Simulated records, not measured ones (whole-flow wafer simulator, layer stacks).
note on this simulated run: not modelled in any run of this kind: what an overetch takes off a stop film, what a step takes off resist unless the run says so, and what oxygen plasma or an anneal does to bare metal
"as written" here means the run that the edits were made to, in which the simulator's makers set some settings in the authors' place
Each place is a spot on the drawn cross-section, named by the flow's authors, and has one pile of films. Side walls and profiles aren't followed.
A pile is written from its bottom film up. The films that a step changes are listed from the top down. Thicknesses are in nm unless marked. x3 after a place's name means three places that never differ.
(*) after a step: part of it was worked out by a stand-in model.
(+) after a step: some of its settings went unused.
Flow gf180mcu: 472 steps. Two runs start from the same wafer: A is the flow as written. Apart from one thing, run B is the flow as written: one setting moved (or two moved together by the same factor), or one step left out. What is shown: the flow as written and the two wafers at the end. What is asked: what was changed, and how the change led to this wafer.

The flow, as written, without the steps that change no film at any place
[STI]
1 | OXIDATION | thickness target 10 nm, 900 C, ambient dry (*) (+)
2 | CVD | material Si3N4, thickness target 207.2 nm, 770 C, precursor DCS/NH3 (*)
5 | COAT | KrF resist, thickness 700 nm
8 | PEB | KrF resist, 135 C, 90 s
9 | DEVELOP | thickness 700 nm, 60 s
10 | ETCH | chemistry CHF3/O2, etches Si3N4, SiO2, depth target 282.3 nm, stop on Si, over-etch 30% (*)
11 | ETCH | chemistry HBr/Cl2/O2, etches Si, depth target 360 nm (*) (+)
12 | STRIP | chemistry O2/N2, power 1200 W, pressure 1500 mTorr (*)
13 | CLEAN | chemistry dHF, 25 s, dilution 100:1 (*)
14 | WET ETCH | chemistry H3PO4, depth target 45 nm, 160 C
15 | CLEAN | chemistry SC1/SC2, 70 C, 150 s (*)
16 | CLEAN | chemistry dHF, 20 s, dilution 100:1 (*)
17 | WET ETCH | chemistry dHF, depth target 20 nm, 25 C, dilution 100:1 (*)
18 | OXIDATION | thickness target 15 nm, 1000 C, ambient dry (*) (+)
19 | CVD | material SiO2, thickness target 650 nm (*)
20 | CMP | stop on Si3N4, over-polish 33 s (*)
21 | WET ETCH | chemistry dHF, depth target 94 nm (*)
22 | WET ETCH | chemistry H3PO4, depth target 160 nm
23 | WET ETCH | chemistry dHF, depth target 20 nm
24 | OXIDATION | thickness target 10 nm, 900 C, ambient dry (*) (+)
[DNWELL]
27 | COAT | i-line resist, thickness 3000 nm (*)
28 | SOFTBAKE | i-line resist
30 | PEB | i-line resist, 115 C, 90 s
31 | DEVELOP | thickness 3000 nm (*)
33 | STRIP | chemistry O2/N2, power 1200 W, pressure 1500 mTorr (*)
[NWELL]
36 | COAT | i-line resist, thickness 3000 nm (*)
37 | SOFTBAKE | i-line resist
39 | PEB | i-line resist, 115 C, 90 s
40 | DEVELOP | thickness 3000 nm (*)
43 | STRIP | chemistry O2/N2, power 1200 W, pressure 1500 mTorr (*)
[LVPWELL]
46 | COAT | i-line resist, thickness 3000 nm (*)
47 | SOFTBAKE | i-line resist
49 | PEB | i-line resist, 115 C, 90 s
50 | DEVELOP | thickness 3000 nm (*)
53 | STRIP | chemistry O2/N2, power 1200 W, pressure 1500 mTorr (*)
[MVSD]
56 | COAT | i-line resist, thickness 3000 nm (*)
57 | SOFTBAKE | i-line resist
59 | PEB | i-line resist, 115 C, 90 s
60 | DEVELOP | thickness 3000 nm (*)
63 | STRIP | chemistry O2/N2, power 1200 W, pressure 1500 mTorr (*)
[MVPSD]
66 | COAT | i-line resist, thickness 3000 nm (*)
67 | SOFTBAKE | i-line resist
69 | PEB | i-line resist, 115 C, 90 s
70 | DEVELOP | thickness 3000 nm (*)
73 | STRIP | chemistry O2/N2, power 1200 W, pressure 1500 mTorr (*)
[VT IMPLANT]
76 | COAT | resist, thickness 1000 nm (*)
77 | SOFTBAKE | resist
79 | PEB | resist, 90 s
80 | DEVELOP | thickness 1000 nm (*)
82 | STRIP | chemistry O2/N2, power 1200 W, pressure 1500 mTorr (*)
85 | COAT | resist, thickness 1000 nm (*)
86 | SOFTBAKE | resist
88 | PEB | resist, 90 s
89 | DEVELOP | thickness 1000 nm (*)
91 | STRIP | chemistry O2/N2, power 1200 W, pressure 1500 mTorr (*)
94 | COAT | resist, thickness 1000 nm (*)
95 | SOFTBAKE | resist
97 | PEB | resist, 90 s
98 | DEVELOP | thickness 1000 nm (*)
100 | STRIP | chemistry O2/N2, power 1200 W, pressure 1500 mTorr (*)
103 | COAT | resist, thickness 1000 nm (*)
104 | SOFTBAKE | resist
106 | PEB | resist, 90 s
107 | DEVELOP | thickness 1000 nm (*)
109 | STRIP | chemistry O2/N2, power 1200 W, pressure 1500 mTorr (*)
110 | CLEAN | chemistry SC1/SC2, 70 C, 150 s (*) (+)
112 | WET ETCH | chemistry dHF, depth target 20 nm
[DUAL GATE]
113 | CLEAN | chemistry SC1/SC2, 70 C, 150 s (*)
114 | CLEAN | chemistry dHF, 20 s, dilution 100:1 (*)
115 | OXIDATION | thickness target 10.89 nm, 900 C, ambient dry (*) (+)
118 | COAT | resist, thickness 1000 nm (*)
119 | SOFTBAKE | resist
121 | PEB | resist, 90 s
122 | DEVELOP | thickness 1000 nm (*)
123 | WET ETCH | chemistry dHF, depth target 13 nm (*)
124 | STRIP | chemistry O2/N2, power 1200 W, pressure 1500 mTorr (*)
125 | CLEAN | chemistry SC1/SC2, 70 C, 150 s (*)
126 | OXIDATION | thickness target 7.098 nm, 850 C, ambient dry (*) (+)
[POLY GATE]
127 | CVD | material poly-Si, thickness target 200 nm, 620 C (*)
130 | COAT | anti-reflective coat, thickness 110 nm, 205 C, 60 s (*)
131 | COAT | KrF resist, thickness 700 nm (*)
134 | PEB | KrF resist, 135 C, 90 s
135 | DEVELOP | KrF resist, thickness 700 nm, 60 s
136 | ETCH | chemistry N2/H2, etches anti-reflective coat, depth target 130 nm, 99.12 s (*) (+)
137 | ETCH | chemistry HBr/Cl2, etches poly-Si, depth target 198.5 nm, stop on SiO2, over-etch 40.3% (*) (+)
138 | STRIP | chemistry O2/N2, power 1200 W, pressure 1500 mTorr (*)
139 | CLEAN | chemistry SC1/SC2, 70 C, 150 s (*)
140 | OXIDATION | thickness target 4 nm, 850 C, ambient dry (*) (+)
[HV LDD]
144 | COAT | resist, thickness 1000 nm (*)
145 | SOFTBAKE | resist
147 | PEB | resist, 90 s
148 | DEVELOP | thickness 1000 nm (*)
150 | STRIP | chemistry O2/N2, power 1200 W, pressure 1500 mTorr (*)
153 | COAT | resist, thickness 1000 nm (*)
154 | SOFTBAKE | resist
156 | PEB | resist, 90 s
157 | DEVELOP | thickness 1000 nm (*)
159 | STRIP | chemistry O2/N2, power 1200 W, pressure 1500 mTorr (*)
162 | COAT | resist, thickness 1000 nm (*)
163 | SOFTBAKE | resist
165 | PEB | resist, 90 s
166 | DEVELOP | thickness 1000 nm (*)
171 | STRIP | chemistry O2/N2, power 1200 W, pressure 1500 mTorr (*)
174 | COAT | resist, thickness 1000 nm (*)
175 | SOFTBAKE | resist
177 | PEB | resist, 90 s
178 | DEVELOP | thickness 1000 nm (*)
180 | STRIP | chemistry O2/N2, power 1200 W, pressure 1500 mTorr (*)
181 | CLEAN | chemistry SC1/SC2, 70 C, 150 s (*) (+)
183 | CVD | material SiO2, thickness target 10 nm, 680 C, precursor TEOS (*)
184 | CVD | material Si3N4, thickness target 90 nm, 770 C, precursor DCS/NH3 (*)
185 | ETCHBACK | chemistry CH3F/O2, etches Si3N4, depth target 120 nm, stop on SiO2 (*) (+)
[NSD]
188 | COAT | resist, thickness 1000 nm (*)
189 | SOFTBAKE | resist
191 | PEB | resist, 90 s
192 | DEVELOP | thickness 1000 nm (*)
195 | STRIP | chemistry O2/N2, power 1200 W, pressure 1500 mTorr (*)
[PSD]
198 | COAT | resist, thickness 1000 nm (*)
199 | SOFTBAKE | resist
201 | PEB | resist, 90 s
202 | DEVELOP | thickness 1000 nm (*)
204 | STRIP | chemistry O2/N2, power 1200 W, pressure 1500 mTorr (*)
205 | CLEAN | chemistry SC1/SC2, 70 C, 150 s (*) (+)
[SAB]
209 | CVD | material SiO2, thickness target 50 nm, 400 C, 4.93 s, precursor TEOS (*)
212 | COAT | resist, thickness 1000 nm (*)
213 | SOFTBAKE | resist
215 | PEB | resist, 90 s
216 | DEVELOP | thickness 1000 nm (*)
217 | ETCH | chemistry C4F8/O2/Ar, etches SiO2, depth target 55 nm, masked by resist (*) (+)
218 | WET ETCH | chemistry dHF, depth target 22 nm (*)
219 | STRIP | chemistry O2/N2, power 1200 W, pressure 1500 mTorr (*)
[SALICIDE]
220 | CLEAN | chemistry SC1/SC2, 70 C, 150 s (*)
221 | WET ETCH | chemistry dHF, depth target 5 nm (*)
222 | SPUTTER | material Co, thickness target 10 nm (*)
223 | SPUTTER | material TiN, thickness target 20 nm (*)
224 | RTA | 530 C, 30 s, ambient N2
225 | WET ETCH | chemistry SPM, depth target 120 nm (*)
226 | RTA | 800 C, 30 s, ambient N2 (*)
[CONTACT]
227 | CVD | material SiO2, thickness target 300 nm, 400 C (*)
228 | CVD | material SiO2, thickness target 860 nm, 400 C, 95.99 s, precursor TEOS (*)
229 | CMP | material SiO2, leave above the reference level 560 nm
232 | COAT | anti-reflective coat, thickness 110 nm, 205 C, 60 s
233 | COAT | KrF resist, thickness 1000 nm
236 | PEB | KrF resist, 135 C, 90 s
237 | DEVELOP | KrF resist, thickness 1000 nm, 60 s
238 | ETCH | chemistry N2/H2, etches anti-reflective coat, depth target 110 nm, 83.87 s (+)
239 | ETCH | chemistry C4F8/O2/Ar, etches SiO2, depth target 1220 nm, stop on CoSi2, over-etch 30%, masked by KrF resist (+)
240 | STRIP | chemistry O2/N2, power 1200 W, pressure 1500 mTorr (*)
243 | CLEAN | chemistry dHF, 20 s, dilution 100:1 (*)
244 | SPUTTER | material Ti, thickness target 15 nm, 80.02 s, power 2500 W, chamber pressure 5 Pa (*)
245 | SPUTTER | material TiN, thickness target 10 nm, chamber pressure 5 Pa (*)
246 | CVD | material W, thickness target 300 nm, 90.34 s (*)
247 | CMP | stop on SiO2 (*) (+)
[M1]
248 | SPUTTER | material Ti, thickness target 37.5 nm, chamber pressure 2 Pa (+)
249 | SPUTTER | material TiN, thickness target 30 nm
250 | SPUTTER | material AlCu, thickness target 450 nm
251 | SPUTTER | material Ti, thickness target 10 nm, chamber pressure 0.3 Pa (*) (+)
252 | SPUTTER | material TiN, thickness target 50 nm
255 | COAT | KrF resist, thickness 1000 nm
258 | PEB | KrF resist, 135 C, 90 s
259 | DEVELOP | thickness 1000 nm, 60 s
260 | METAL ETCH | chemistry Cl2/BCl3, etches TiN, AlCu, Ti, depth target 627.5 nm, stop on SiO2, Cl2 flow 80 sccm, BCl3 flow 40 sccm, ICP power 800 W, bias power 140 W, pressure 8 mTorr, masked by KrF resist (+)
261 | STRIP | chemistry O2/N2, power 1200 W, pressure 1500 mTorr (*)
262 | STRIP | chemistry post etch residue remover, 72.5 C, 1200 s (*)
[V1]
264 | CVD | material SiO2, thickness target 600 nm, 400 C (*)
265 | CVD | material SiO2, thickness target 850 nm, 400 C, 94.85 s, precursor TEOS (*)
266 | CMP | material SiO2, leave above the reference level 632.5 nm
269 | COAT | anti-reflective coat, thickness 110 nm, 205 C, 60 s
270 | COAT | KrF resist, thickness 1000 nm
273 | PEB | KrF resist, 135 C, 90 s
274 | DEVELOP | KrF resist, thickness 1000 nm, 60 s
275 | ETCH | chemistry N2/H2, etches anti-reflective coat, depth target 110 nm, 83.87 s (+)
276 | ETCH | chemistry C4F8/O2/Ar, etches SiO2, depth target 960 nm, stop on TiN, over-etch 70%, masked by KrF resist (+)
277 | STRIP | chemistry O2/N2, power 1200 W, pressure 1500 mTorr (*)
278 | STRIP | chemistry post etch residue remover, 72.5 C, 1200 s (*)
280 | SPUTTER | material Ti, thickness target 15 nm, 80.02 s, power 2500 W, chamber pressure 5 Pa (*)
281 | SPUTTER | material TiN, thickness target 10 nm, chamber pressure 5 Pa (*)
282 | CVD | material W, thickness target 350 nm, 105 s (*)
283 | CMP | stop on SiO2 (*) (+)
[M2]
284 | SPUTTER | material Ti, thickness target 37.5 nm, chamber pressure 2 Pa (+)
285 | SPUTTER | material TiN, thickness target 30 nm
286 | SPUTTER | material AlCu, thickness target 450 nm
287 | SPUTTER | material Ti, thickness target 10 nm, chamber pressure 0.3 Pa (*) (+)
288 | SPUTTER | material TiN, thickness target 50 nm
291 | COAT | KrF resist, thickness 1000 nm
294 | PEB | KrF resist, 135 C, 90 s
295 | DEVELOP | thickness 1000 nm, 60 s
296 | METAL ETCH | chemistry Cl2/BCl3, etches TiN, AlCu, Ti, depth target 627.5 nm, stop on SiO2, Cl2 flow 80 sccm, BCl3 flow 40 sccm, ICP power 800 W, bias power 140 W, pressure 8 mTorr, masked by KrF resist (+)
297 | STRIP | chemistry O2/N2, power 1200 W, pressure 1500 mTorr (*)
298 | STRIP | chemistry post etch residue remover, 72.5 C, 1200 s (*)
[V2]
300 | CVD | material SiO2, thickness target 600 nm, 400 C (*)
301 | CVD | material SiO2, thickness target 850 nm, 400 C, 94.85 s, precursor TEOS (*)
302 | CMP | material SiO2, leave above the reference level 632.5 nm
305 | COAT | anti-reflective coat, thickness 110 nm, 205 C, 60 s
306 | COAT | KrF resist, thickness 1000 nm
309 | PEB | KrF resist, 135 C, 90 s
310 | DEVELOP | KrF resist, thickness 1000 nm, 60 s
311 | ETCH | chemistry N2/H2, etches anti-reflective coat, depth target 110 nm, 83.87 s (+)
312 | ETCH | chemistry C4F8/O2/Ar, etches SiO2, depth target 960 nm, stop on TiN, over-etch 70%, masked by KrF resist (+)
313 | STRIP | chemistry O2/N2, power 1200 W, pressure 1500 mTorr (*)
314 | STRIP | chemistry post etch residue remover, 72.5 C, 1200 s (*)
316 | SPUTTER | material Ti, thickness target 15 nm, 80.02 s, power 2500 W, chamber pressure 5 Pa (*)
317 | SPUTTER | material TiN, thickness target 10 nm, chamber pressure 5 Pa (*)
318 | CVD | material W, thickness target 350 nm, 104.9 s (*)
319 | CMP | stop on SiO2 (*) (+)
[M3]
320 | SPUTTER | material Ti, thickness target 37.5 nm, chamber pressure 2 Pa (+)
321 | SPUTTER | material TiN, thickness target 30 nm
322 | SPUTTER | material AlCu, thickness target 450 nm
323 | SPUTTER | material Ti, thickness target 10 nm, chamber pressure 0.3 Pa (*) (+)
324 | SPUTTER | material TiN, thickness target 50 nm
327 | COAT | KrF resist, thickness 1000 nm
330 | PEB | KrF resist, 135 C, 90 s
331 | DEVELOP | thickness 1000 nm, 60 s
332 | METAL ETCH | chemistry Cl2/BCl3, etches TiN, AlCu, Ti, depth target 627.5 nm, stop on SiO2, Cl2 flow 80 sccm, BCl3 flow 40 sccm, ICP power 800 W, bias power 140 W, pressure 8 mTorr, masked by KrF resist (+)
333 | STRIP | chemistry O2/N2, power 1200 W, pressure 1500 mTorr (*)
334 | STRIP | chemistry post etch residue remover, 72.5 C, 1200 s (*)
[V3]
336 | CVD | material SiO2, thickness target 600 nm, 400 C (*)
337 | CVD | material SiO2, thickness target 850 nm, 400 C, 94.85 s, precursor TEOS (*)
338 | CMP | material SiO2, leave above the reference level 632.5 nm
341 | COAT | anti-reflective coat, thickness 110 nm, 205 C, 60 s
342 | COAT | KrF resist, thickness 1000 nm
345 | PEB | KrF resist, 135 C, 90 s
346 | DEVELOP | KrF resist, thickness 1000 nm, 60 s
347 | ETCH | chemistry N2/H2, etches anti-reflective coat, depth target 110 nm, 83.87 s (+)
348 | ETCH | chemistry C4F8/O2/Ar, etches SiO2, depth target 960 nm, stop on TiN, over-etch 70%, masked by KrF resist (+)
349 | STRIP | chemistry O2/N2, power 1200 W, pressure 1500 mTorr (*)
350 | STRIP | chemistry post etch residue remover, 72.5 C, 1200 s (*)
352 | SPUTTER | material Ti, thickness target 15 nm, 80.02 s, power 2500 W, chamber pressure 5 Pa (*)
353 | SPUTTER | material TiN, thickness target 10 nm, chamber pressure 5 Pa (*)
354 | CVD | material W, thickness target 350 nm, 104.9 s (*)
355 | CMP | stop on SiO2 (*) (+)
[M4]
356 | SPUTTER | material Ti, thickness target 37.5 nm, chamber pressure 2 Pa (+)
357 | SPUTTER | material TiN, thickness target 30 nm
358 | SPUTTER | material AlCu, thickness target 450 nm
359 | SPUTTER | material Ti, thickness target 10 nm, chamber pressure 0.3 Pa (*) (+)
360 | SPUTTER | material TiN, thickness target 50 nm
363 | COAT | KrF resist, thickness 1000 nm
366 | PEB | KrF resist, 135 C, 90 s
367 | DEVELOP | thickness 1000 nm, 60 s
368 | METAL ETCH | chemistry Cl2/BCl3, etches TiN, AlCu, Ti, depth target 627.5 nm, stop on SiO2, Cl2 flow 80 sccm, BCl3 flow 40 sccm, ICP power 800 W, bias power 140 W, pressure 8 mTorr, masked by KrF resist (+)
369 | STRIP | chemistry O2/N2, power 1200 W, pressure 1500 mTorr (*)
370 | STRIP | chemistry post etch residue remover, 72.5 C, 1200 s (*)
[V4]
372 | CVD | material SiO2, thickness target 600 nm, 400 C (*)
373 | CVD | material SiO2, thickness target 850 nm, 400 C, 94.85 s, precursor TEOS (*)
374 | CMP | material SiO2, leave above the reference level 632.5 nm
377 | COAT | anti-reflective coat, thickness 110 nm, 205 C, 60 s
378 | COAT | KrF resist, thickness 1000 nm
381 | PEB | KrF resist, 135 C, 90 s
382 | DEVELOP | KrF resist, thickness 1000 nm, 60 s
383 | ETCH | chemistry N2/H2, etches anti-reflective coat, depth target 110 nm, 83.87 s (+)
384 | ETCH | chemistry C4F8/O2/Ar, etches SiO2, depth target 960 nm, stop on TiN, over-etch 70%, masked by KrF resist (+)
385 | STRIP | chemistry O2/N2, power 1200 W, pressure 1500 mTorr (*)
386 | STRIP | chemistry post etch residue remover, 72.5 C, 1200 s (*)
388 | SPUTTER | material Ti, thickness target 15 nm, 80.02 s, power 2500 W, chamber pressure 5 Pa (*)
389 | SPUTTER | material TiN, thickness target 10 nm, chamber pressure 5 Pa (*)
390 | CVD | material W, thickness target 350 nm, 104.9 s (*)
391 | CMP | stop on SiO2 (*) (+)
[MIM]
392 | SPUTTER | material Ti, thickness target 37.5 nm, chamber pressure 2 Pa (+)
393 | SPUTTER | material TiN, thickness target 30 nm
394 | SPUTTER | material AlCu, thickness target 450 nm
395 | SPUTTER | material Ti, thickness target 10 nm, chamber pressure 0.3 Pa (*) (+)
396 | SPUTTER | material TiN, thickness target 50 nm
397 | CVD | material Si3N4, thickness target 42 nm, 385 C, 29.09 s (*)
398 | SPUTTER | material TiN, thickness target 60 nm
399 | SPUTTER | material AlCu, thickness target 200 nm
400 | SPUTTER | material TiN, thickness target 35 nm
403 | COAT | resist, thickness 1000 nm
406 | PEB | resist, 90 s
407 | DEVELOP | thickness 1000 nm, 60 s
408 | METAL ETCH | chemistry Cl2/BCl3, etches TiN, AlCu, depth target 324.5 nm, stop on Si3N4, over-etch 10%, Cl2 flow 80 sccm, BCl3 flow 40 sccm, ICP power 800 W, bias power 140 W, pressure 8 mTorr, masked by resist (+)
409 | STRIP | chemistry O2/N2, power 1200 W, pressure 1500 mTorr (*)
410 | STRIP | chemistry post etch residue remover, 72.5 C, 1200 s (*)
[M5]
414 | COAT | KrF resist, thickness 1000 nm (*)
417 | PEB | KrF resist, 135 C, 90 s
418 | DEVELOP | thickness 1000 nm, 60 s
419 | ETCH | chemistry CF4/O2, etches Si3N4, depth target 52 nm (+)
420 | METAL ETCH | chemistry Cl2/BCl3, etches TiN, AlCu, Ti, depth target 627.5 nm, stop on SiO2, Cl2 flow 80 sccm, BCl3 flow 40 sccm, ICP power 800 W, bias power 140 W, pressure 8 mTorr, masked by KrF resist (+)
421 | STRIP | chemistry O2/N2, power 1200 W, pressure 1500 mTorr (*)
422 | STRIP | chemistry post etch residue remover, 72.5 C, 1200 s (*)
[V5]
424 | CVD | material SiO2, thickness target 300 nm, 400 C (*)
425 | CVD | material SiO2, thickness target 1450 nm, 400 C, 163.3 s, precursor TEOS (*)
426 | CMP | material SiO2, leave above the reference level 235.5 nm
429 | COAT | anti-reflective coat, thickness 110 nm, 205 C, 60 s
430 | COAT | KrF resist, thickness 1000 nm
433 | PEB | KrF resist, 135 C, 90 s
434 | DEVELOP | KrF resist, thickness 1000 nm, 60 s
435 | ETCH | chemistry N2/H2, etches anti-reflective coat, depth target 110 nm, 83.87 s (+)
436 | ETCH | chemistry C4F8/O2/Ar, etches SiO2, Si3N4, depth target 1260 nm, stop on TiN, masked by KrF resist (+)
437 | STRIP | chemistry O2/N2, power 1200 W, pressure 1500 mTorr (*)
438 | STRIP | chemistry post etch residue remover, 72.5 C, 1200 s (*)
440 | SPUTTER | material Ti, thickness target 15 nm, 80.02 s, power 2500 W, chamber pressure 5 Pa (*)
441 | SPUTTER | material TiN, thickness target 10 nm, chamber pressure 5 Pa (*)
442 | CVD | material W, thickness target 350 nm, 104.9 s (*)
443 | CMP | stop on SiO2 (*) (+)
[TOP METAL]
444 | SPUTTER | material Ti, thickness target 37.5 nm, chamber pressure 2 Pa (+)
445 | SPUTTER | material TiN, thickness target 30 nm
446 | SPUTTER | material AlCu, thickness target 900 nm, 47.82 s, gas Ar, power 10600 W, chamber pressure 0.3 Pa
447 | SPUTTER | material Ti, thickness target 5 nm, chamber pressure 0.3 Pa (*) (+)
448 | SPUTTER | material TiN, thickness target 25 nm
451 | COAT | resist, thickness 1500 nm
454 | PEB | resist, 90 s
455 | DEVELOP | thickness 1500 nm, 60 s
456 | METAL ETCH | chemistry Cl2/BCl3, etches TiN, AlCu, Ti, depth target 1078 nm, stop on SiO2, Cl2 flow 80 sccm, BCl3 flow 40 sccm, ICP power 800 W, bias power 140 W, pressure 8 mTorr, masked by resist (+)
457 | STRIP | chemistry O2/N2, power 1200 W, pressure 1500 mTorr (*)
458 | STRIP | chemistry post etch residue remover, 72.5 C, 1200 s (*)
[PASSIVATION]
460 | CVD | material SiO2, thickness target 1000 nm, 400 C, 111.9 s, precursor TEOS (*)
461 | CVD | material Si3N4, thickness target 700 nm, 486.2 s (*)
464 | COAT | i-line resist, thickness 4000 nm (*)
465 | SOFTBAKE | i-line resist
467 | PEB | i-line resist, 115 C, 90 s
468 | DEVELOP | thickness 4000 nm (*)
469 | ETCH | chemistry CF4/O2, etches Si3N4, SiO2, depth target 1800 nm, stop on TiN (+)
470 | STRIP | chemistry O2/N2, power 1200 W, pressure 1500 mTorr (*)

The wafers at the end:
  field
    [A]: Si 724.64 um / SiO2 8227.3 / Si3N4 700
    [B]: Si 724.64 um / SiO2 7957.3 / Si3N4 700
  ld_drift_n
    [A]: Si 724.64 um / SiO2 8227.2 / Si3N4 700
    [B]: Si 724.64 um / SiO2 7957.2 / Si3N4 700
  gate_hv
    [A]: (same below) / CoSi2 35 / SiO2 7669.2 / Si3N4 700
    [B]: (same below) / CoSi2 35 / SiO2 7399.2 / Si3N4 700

Cause: step 322, SPUTTER: thickness target 180 nm was run, whereas the flow has thickness target 450 nm.

The path from the change to this, step by step:
  322 | SPUTTER | material AlCu, thickness target 450 nm
      field, field__w1, field__w2 and 108 more: A AlCu gains 450 (new film) | B AlCu gains 180 (new film)
  332 | METAL ETCH | chemistry Cl2/BCl3, etches TiN, AlCu, Ti, depth target 627.5 nm, stop on SiO2, Cl2 flow 80 sccm, BCl3 flow 40 sccm, ICP power 800 W, bias power 140 W, pressure 8 mTorr, masked by KrF resist (+)
      field, field__w1, field__w2 and 103 more: A TiN loses 50 (all of it), Ti loses 10 (all of it), AlCu loses 450 (all of it), TiN loses 30 (all of it), Ti loses 37.5 (all of it) | B TiN loses 50 (all of it), Ti loses 10 (all of it), AlCu loses 180 (all of it), TiN loses 30 (all of it), Ti loses 37.5 (all of it)
      field__w8, contact, m1, m1__w1, m1_nw: A KrF resist loses 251 | B KrF resist loses 184.5
  333 | STRIP | chemistry O2/N2, power 1200 W, pressure 1500 mTorr (*)
      field__w8, contact, m1, m1__w1, m1_nw: A KrF resist loses 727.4 (all of it) | B KrF resist loses 793.9 (all of it)
  338 | CMP | material SiO2, leave above the reference level 632.5 nm
      field, field__w1, field__w2 and 103 more: A SiO2 loses 300 | B SiO2 loses 570
